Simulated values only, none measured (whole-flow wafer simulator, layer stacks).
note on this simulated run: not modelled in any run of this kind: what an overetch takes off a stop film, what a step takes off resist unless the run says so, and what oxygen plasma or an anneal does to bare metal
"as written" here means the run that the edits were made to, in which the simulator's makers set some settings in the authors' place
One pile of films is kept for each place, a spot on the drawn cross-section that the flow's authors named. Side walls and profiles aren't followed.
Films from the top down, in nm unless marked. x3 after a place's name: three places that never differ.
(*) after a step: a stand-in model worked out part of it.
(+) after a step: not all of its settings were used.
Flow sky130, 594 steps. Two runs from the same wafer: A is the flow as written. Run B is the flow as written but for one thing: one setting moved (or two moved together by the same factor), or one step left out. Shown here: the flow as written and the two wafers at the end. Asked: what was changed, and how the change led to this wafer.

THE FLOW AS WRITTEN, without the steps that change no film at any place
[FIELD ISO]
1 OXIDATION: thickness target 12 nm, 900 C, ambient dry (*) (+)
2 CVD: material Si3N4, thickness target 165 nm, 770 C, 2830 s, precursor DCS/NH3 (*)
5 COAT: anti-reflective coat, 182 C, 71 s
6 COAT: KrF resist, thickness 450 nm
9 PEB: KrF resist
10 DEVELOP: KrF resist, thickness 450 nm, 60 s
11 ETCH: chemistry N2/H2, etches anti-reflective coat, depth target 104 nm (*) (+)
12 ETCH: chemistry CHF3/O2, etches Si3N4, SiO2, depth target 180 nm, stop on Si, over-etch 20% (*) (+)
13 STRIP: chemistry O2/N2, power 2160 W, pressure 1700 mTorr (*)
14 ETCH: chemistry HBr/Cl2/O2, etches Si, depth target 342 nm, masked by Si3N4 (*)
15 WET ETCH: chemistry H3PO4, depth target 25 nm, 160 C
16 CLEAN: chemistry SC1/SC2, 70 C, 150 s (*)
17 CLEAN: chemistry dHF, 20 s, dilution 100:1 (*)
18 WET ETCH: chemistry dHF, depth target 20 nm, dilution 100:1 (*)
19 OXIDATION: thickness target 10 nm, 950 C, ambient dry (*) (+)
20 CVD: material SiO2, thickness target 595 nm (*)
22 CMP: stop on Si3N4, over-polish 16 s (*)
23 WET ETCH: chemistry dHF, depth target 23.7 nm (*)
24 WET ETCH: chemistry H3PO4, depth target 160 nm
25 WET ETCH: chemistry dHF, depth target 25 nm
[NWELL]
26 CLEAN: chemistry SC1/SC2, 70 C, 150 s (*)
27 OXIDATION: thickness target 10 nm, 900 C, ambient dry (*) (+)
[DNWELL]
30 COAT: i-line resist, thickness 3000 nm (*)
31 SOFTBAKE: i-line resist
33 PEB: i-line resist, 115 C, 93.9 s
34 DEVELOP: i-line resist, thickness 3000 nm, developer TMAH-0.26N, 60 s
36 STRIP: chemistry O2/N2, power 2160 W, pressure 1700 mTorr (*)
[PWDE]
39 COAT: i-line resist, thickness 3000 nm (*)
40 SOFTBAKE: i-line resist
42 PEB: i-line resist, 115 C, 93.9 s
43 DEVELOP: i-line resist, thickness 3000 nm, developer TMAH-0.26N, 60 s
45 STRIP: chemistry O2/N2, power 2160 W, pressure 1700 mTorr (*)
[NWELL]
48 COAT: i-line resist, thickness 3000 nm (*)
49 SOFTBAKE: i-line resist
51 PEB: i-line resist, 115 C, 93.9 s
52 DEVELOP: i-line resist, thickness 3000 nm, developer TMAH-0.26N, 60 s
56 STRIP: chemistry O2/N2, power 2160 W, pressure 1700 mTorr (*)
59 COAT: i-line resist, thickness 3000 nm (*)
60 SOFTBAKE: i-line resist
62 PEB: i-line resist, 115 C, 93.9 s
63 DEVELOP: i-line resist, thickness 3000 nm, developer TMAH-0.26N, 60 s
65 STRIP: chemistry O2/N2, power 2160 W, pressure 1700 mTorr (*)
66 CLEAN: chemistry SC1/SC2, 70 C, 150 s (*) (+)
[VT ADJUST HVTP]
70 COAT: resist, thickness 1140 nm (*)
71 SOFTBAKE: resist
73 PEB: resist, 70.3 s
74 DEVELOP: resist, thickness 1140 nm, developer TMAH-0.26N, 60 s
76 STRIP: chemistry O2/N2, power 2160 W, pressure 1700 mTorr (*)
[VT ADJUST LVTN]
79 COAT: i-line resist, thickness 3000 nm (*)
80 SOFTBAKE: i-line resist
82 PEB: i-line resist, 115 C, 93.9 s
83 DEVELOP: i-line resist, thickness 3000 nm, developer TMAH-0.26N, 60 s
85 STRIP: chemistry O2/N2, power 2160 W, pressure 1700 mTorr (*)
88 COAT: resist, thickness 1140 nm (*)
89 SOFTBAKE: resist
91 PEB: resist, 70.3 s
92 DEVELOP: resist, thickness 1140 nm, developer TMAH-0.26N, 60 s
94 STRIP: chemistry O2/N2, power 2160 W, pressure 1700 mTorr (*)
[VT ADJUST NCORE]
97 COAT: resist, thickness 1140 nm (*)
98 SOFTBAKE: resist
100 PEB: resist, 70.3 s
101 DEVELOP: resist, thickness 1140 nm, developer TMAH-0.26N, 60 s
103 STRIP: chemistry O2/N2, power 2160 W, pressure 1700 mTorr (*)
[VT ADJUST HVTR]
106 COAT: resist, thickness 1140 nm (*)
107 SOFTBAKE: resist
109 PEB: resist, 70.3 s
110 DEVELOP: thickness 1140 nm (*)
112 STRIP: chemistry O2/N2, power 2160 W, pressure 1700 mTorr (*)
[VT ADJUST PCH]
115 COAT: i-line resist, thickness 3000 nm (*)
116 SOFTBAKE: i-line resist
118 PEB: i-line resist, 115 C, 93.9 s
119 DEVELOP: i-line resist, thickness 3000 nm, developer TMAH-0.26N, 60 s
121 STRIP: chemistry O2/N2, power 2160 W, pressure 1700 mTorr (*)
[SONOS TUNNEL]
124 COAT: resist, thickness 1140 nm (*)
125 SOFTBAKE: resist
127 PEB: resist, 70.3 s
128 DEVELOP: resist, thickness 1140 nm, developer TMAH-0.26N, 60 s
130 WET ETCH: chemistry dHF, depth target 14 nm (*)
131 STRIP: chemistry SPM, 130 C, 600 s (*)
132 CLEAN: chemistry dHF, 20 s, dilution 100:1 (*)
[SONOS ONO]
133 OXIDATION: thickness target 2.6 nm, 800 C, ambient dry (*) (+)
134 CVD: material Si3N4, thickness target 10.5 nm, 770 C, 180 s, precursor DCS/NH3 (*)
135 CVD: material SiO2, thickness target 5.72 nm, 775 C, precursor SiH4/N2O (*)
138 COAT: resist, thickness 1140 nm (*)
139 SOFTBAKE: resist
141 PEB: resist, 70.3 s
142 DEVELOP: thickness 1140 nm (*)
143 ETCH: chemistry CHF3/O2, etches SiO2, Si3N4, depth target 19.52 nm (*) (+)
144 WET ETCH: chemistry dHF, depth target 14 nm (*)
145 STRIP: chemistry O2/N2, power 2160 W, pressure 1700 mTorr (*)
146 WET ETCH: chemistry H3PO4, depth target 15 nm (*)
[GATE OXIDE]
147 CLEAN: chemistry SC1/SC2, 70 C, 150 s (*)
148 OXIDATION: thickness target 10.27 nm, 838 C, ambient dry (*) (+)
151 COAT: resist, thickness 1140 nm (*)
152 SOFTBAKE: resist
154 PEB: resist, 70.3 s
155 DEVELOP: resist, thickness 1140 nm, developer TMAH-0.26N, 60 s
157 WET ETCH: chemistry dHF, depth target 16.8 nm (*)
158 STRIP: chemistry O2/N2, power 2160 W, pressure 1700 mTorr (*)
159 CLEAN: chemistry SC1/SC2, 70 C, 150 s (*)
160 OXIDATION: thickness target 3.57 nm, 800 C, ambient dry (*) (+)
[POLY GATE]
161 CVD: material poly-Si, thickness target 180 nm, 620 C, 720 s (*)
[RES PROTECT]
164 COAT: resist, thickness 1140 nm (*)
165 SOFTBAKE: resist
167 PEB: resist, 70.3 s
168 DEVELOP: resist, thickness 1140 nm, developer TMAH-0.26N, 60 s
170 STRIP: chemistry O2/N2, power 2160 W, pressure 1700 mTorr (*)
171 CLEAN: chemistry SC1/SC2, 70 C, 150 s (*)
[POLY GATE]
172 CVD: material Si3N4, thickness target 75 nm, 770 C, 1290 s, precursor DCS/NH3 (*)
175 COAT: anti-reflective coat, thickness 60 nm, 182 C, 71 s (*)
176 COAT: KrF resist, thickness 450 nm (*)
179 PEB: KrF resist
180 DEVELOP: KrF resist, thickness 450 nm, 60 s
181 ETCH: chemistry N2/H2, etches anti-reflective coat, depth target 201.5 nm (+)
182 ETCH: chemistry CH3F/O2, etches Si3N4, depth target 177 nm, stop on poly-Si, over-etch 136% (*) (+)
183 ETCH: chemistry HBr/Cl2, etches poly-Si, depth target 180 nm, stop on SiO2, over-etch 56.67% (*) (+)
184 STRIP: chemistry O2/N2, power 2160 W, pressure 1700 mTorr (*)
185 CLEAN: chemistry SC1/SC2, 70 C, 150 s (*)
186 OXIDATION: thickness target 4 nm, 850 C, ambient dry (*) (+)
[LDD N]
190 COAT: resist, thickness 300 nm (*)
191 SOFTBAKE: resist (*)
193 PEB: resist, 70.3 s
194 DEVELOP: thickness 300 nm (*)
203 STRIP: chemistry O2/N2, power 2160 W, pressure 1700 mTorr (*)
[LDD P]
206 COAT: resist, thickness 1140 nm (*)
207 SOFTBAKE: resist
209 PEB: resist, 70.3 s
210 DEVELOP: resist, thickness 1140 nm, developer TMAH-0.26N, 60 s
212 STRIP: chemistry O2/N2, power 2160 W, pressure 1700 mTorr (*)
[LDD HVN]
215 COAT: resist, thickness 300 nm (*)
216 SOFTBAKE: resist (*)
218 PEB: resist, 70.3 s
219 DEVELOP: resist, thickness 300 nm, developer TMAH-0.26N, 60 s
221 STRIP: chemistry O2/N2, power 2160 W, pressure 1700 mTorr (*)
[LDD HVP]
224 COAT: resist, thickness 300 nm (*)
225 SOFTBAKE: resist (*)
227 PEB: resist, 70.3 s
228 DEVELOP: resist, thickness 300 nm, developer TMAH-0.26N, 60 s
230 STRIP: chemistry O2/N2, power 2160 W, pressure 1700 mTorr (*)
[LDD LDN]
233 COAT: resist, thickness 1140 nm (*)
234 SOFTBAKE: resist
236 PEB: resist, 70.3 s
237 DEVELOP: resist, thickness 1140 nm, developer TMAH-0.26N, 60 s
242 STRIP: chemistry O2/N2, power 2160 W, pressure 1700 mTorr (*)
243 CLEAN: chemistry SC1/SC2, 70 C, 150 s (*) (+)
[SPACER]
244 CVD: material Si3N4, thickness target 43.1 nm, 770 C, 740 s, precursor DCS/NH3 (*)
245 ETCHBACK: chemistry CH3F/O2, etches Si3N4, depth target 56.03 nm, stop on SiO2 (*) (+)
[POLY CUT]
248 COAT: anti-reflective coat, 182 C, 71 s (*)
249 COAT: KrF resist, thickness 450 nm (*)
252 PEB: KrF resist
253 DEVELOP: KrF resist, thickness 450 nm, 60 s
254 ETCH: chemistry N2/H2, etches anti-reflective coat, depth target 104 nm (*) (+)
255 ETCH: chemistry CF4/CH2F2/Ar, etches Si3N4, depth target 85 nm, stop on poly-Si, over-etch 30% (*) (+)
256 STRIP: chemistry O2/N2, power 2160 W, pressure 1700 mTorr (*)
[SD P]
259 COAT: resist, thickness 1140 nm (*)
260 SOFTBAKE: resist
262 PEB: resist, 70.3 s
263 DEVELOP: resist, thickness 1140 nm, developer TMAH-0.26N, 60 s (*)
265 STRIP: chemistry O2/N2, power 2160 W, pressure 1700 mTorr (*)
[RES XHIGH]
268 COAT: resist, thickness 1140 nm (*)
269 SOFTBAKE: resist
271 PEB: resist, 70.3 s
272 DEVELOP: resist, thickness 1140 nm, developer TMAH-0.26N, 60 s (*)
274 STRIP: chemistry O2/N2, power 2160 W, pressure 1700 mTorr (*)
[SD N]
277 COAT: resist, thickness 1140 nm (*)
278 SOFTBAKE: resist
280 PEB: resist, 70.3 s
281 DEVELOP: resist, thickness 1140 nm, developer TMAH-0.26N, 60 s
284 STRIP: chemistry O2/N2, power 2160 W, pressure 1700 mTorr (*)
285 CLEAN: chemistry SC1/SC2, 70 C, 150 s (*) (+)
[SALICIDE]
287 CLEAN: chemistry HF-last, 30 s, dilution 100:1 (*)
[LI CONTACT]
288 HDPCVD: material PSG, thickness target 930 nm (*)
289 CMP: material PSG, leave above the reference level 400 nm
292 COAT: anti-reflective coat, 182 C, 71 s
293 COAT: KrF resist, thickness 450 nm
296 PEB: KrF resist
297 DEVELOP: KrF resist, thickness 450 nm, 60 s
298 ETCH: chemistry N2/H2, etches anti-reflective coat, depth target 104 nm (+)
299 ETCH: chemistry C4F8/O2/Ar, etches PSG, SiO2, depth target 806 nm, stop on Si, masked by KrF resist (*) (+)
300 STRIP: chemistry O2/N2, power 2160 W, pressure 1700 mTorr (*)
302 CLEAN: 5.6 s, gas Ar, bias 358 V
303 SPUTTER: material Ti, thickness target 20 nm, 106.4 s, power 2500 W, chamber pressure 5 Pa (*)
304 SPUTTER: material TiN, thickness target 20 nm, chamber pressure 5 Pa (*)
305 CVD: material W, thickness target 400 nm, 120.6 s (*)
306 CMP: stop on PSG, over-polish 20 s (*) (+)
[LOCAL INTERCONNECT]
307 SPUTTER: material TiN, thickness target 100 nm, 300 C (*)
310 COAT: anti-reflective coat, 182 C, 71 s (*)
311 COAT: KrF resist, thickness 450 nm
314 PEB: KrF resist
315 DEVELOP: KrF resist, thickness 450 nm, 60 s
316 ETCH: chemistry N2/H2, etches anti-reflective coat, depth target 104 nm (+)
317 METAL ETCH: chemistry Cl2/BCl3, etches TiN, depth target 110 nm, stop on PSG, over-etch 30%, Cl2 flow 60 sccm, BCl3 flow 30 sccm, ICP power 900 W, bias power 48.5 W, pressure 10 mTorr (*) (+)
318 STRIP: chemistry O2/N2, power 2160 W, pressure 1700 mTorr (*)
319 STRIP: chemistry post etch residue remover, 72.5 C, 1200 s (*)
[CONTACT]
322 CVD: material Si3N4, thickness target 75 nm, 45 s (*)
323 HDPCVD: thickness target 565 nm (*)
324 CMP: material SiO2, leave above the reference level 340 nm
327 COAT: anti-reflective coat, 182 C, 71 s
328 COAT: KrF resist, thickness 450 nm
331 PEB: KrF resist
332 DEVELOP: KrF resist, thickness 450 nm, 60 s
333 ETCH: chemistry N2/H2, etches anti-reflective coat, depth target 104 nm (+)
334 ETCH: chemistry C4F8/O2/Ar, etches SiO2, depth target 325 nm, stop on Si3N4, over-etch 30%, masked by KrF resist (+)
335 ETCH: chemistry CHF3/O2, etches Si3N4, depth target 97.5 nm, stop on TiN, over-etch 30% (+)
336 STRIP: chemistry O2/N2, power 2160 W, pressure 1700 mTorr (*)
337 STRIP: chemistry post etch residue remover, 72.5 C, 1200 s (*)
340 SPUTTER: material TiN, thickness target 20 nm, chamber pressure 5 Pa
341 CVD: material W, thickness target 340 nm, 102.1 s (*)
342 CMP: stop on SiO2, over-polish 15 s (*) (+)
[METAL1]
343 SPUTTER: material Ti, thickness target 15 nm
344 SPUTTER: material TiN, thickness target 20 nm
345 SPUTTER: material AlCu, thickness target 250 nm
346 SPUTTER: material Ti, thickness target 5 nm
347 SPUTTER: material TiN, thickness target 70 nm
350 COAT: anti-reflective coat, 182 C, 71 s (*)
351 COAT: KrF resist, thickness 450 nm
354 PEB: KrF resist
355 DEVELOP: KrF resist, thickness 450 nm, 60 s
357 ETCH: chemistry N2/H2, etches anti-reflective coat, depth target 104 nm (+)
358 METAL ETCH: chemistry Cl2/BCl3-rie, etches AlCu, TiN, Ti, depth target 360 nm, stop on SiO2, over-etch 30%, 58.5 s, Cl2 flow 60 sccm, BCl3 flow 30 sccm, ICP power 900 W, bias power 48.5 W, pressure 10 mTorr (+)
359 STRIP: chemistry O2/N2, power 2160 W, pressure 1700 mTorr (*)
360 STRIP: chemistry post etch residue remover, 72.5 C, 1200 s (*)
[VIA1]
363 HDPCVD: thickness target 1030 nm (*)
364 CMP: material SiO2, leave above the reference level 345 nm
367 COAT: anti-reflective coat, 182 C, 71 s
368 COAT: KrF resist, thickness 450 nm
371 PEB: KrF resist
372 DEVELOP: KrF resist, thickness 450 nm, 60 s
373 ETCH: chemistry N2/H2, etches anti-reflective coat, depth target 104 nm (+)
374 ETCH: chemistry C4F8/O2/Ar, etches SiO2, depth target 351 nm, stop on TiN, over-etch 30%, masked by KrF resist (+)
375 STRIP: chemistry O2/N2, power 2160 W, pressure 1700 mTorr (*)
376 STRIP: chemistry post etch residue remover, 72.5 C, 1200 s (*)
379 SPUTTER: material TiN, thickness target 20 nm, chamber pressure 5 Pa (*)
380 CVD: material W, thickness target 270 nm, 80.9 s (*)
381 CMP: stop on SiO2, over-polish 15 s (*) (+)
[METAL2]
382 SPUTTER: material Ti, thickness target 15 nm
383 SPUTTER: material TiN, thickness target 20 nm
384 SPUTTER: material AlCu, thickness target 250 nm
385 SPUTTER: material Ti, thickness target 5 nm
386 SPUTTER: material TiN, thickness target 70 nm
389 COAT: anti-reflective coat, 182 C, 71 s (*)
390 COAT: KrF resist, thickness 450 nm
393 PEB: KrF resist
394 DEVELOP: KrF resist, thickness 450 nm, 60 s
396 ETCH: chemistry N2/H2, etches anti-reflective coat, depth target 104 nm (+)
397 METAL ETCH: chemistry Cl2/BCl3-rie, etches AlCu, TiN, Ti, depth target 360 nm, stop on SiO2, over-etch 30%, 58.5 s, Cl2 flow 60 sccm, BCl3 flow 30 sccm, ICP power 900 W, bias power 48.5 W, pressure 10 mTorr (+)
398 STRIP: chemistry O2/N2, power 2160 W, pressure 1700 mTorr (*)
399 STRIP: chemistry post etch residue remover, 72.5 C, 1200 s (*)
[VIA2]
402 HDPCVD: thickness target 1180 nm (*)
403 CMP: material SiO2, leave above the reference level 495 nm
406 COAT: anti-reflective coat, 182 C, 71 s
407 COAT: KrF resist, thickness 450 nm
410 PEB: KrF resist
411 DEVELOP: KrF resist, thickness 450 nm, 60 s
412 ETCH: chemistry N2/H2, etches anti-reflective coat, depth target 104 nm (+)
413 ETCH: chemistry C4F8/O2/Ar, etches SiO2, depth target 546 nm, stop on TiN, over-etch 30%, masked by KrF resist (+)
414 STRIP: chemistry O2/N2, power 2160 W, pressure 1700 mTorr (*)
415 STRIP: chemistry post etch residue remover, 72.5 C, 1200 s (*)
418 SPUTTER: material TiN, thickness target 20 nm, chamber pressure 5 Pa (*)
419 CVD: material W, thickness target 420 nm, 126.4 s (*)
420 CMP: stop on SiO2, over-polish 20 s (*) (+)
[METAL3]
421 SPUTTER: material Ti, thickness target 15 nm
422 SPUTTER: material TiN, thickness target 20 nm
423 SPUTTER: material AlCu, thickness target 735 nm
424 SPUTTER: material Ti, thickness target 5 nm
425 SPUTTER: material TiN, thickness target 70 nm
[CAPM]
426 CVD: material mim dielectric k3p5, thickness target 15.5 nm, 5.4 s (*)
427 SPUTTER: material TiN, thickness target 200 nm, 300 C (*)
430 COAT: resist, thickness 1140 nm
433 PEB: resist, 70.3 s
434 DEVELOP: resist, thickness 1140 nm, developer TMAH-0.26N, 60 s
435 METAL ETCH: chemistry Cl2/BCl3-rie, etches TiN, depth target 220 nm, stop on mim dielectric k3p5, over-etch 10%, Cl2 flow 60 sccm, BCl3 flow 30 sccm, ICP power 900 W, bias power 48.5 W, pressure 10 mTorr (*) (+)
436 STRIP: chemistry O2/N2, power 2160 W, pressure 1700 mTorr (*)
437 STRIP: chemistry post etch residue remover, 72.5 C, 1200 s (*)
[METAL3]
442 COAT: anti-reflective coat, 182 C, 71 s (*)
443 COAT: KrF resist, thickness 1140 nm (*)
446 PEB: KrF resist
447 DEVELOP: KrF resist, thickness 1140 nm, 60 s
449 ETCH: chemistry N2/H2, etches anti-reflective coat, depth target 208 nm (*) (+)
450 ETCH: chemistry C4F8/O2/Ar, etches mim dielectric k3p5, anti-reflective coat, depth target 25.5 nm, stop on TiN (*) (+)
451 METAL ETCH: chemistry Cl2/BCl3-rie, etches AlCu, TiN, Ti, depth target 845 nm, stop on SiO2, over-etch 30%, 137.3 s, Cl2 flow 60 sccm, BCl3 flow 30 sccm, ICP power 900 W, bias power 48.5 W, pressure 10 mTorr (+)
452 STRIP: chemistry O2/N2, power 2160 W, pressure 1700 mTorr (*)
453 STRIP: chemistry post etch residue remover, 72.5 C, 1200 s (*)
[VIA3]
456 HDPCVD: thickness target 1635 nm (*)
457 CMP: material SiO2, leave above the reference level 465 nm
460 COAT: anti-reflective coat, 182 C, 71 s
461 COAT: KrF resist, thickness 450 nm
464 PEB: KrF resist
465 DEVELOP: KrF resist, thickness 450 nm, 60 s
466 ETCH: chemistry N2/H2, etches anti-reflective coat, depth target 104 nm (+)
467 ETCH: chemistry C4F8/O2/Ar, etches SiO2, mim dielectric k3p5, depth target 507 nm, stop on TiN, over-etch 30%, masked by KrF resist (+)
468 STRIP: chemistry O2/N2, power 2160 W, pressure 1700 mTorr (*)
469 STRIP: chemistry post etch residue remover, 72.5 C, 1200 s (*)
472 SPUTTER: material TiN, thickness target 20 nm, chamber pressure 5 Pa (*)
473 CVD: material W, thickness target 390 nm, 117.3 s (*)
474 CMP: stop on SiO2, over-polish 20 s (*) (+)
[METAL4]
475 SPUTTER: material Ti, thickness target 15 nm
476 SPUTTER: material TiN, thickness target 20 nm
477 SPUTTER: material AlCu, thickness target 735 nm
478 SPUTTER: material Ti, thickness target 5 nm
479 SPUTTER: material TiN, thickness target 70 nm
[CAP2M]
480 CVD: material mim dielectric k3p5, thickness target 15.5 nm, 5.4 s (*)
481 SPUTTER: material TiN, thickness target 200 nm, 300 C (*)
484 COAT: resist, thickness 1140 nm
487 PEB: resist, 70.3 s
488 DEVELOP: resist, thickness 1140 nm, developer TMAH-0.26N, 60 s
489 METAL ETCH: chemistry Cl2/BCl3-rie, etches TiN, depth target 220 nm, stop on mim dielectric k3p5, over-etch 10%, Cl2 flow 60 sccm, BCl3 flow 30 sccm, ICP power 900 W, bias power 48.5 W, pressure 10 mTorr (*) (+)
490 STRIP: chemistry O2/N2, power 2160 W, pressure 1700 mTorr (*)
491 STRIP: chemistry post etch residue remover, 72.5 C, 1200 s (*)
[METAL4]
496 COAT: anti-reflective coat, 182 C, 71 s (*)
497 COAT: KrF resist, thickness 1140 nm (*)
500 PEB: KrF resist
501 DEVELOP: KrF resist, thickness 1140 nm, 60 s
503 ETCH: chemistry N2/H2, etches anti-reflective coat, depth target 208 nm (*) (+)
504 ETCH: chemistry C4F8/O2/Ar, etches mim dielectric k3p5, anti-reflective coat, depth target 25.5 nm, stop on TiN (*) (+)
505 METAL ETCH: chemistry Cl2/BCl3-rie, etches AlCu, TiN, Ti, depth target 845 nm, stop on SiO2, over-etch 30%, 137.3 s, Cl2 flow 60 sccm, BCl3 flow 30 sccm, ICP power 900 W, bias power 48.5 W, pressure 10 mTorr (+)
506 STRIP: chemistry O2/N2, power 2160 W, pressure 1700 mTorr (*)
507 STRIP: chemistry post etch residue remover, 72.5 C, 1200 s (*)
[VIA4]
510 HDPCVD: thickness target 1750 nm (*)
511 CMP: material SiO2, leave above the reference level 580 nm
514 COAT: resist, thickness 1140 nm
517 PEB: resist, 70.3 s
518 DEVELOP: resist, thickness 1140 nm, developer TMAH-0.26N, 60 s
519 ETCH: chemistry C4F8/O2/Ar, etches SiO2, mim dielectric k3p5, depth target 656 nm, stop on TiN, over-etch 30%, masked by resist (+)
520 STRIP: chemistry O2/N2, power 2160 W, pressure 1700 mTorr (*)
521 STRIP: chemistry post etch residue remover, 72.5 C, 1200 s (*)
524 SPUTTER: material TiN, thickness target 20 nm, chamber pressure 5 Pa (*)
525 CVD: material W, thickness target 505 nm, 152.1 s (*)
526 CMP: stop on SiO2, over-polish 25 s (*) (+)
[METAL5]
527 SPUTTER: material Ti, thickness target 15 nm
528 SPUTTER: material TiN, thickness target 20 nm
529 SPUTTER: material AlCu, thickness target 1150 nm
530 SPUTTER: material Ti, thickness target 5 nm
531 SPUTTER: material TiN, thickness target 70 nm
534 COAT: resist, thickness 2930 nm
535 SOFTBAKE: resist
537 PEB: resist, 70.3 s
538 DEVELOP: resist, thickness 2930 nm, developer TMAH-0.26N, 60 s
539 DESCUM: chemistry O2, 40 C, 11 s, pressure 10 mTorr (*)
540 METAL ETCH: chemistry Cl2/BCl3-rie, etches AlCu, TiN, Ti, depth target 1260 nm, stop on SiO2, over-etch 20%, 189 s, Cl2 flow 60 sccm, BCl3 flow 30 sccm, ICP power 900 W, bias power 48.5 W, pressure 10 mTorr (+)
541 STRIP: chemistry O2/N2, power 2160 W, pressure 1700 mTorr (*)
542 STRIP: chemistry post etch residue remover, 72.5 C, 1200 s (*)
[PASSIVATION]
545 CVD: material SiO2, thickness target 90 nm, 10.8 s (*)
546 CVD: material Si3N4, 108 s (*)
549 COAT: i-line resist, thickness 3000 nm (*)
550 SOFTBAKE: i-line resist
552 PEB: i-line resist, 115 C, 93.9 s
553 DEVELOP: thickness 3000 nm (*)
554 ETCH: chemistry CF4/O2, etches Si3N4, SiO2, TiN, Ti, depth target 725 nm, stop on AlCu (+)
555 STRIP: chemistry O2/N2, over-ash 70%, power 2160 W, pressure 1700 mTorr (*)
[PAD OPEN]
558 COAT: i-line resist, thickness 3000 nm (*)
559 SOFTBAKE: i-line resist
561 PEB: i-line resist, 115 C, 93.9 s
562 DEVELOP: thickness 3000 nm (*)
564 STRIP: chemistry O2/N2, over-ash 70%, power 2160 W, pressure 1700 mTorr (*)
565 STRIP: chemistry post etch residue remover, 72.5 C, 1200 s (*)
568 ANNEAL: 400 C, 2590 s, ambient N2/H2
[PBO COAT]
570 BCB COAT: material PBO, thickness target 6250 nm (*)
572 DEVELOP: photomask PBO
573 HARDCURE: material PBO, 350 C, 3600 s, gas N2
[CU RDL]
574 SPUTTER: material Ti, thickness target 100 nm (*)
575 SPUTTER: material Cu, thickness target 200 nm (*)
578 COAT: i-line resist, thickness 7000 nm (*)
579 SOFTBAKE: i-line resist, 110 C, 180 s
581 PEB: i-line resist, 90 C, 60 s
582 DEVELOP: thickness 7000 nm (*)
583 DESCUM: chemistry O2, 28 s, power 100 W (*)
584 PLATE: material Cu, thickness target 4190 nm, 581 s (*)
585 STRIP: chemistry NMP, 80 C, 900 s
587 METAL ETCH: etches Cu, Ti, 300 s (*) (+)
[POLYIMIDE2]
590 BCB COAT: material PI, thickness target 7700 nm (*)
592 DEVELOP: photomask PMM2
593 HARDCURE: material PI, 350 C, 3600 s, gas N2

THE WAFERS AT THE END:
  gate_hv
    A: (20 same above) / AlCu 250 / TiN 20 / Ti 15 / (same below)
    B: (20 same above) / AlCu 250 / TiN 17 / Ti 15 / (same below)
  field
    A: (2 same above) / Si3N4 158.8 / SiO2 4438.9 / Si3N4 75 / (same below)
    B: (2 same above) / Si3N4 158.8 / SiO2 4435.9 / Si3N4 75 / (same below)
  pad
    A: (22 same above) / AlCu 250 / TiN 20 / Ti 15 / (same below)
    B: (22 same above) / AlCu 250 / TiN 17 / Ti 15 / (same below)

The cause: step 383, SPUTTER: thickness target 17 nm was run, where the flow has thickness target 20 nm.
It can be read off the wafer: gate_hv has TiN 17, and step 383 as written asks for 20 nm.

How the change led to this, step by step:
  383 SPUTTER: material TiN, thickness target 20 nm
      field, active, n_well and 188 more: A TiN +20 (new film) | B TiN +17 (new film)
  397 METAL ETCH: chemistry Cl2/BCl3-rie, etches AlCu, TiN, Ti, depth target 360 nm, stop on SiO2, over-etch 30%, 58.5 s, Cl2 flow 60 sccm, BCl3 flow 30 sccm, ICP power 900 W, bias power 48.5 W, pressure 10 mTorr (+)
      field, active, gate and 82 more: A TiN -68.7 (all of it), Ti -5 (all of it), AlCu -250 (all of it), TiN -20 (all of it), Ti -15 (all of it), SiO2 -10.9 | B TiN -68.7 (all of it), Ti -5 (all of it), AlCu -250 (all of it), TiN -17 (all of it), Ti -15 (all of it), SiO2 -11.2
